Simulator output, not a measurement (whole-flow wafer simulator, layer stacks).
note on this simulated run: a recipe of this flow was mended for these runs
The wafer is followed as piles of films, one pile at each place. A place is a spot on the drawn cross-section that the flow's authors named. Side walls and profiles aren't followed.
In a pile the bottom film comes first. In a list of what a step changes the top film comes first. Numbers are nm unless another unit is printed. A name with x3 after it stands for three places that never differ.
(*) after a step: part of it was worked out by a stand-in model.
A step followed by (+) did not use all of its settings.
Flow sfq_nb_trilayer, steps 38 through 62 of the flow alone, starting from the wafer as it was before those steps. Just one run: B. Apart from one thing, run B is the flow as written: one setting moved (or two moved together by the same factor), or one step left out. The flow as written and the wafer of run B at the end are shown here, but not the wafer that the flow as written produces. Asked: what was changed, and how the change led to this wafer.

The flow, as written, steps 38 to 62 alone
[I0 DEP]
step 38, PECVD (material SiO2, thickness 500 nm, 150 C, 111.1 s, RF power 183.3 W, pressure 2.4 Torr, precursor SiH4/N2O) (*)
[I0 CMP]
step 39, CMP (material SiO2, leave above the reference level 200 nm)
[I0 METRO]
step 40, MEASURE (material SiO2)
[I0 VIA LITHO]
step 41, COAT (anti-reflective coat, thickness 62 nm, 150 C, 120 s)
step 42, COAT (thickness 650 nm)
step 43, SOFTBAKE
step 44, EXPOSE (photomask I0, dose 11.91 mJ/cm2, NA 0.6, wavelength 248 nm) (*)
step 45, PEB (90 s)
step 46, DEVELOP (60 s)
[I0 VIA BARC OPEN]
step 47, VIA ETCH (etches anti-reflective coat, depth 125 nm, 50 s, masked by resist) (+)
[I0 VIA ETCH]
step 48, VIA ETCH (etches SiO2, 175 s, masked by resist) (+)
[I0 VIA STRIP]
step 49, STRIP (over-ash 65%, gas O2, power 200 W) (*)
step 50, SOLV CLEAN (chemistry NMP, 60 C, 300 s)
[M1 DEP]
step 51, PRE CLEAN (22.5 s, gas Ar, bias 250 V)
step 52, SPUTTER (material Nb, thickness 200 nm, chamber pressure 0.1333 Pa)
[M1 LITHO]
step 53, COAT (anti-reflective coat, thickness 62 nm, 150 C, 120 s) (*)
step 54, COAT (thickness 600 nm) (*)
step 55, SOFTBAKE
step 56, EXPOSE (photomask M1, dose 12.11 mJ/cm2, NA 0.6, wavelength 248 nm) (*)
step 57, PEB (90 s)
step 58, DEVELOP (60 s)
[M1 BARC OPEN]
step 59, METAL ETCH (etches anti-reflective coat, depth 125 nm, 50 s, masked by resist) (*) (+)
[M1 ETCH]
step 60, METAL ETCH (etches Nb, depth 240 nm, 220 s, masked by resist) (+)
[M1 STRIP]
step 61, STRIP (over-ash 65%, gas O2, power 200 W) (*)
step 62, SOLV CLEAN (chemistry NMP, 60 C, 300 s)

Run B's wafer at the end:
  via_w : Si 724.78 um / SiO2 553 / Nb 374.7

The reason: step 48, VIA ETCH: 130 s was run, though the flow has 175 s.

How this came from the change, step by step:
  step 48, VIA ETCH (etches SiO2, 175 s, masked by resist) (+)
      via_w: SiO2 loses 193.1 (as written it would have been: SiO2 loses 199.7 (all of it), Nb loses 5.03)
      field_l, v_sur, via_wl and 102 more: KrF-resist-other-grade loses 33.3 (as written it would have been: KrF-resist-other-grade loses 44.8)
  step 49, STRIP (over-ash 65%, gas O2, power 200 W) (*)
      field_l, v_sur, via_wl and 102 more: KrF-resist-other-grade loses 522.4 (all of it), anti-reflective coat loses 62 (all of it) (as written it would have been: KrF-resist-other-grade loses 510.8 (all of it), anti-reflective coat loses 62 (all of it))
  step 51, PRE CLEAN (22.5 s, gas Ar, bias 250 V)
      via_w: SiO2 loses 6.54 (all of it), Nb loses 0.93 (as written it would have been: Nb loses 6.45)
